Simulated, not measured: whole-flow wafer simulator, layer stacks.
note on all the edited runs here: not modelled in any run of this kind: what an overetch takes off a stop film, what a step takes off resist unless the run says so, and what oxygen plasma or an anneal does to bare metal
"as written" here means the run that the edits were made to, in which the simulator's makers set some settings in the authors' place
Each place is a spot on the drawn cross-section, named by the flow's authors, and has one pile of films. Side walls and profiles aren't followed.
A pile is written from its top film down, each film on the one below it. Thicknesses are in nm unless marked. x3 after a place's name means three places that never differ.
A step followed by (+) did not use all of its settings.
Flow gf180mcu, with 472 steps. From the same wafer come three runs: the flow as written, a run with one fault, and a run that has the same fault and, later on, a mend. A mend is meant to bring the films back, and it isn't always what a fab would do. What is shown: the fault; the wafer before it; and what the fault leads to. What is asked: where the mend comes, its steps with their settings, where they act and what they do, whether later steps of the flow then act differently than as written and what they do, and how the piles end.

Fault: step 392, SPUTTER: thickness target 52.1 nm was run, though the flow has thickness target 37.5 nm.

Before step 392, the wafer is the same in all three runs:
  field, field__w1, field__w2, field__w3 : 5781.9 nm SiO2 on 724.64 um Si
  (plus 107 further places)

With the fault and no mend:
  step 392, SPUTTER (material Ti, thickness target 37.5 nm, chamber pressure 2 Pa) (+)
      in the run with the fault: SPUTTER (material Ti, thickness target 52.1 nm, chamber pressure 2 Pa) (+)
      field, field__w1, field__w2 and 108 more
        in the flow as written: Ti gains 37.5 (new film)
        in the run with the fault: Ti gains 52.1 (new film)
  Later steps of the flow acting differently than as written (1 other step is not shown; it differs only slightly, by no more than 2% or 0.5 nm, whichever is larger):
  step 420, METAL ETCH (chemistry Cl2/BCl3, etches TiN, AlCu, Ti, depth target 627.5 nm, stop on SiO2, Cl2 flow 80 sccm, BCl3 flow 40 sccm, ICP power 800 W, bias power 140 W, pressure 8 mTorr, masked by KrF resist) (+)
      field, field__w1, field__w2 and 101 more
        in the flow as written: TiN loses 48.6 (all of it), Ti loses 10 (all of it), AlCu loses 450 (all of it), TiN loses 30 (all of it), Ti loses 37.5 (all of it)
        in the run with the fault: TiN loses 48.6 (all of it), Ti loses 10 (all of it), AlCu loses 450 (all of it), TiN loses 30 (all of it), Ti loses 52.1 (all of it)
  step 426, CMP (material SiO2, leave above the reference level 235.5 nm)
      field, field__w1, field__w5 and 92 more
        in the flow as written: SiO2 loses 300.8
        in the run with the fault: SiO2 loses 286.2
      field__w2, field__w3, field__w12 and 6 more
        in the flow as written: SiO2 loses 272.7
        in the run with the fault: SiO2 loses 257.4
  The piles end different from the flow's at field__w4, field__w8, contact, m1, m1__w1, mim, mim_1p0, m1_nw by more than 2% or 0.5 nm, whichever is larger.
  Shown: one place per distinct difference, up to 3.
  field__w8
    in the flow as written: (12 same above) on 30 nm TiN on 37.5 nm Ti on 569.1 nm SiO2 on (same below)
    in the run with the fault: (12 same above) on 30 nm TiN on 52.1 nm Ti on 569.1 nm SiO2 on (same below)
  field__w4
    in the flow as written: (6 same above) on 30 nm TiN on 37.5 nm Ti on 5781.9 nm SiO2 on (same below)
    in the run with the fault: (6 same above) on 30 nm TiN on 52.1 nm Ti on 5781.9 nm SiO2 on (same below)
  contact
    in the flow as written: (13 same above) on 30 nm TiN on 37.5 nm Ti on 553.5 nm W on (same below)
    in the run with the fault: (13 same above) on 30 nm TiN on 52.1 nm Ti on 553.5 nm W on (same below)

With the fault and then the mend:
  After step 392 comes the mend.
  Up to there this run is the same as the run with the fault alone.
  step 392a, METAL ETCH (chemistry Cl2/BCl3, etches TiN, AlCu, Ti, depth target 14.6 nm, Cl2 flow 80 sccm, BCl3 flow 40 sccm, ICP power 800 W, bias power 140 W, pressure 8 mTorr) (a further turn of the flow's step 260, with different settings)
      field, field__w1, field__w2 and 108 more
        Ti loses 14.6
  None of the later steps of the flow acts differently than as written at any place that is followed.
  By the end, the piles equal the flow's at every place that both follow.
